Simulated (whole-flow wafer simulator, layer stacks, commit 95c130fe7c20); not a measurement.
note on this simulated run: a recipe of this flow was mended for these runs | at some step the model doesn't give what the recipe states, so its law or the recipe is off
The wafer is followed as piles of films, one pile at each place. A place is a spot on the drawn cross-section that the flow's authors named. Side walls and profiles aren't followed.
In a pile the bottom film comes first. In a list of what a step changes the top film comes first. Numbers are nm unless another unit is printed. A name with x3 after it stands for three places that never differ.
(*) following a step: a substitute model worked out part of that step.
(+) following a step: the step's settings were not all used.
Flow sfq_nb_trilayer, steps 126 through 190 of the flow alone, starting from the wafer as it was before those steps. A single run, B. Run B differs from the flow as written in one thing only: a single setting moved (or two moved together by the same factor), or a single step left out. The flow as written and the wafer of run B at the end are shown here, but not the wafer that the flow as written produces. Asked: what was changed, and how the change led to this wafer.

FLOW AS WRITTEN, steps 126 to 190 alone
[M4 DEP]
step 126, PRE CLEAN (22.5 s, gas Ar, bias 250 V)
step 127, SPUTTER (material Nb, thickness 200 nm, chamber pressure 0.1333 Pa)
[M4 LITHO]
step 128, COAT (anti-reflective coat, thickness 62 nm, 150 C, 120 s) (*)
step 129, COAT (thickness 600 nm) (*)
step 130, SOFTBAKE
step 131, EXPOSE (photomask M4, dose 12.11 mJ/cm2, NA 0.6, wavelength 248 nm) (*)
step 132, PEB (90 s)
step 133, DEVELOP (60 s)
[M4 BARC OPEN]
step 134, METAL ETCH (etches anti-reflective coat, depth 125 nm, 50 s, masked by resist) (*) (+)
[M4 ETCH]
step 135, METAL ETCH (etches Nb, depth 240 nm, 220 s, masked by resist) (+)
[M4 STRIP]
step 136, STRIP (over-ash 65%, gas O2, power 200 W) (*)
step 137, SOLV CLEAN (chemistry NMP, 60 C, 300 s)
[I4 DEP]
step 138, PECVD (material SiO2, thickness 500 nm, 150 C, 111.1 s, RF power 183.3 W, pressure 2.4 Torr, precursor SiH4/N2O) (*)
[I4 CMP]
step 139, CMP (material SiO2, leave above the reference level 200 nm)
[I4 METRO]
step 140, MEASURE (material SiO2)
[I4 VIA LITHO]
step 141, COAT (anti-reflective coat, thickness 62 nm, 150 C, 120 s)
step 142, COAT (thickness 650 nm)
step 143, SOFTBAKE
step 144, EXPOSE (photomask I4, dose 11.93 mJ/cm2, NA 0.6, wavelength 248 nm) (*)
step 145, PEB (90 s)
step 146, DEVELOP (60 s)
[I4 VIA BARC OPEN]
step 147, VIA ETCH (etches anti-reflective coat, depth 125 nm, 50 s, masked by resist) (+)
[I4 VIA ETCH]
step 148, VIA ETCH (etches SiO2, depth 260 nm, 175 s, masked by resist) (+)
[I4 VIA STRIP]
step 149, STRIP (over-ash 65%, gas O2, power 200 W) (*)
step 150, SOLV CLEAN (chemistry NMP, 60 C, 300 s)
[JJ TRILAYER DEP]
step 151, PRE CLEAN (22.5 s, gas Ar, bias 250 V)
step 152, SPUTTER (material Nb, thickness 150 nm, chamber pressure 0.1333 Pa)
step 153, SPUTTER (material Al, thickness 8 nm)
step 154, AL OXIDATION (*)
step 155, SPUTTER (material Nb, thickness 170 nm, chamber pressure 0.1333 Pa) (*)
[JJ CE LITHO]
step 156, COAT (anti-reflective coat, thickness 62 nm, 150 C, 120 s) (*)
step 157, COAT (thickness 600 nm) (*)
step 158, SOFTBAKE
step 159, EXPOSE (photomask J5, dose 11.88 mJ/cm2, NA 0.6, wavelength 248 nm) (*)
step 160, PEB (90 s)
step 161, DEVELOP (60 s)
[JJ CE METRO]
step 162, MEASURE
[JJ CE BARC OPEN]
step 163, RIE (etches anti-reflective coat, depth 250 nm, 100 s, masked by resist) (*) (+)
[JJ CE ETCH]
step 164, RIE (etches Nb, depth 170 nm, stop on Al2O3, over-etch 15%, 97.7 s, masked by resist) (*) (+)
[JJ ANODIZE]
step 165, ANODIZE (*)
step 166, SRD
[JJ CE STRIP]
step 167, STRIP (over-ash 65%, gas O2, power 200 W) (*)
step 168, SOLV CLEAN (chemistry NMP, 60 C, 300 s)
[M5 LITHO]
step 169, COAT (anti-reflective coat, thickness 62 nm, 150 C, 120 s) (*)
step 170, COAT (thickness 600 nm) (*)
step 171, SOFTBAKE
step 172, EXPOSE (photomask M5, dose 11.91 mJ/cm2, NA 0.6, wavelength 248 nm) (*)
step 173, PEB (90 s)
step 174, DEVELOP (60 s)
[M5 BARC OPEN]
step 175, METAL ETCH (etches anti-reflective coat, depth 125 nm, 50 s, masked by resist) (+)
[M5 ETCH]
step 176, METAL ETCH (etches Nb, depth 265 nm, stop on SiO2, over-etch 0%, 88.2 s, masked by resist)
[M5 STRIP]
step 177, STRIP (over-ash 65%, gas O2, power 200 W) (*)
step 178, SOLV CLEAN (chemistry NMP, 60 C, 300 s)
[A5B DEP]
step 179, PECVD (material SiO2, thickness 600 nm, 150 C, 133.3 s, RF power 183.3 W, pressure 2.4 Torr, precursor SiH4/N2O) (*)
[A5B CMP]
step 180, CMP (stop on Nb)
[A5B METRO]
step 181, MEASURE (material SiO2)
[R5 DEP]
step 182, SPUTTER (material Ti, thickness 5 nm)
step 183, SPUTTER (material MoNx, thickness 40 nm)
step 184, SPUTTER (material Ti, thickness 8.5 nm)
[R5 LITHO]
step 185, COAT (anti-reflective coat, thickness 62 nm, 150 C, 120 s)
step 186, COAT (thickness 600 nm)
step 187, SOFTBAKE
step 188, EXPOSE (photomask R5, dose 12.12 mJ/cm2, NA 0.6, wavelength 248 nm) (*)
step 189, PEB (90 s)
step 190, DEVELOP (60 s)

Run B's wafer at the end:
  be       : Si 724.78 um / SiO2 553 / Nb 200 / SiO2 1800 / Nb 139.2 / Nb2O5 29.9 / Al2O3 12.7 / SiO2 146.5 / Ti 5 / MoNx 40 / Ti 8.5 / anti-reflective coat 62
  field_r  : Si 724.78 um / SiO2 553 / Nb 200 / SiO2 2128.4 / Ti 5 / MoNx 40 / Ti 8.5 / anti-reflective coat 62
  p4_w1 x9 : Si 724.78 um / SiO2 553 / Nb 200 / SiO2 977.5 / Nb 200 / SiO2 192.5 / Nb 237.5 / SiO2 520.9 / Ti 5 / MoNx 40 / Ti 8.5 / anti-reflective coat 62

The reason: step 127, SPUTTER: thickness 237.5 nm was run, whereas the flow has thickness 200 nm.
The wafer itself shows it: p4_w1 x9 has Nb 237.5, and step 127 as written asks for 200 nm.

The path from the change to this, step by step:
  step 127, SPUTTER (material Nb, thickness 200 nm, chamber pressure 0.1333 Pa)
      field_l, v_sur, via_wl and 102 more: +237.5 Nb (new film) (as written it would have been: +200 Nb (new film))
      via_v: +195.6 Nb (as written it would have been: +164.5 Nb)
  step 135, METAL ETCH (etches Nb, depth 240 nm, 220 s, masked by resist) (+)
      field_l, be, be_sur and 64 more: -237.5 Nb (all of it), -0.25 SiO2 (as written it would have been: -200 Nb (all of it), -4 SiO2)
  step 138, PECVD (material SiO2, thickness 500 nm, 150 C, 111.1 s, RF power 183.3 W, pressure 2.4 Torr, precursor SiH4/N2O) (*)
      p3_s0 x6: +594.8 SiO2 (as written it would have been: +561.1 SiO2)
  step 139, CMP (material SiO2, leave above the reference level 200 nm)
      field_l, be, be_sur and 55 more: -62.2 SiO2 (as written it would have been: -96 SiO2)
      lsp_r, l0_sur, l0v: -52.6 SiO2 (as written it would have been: -87.7 SiO2)
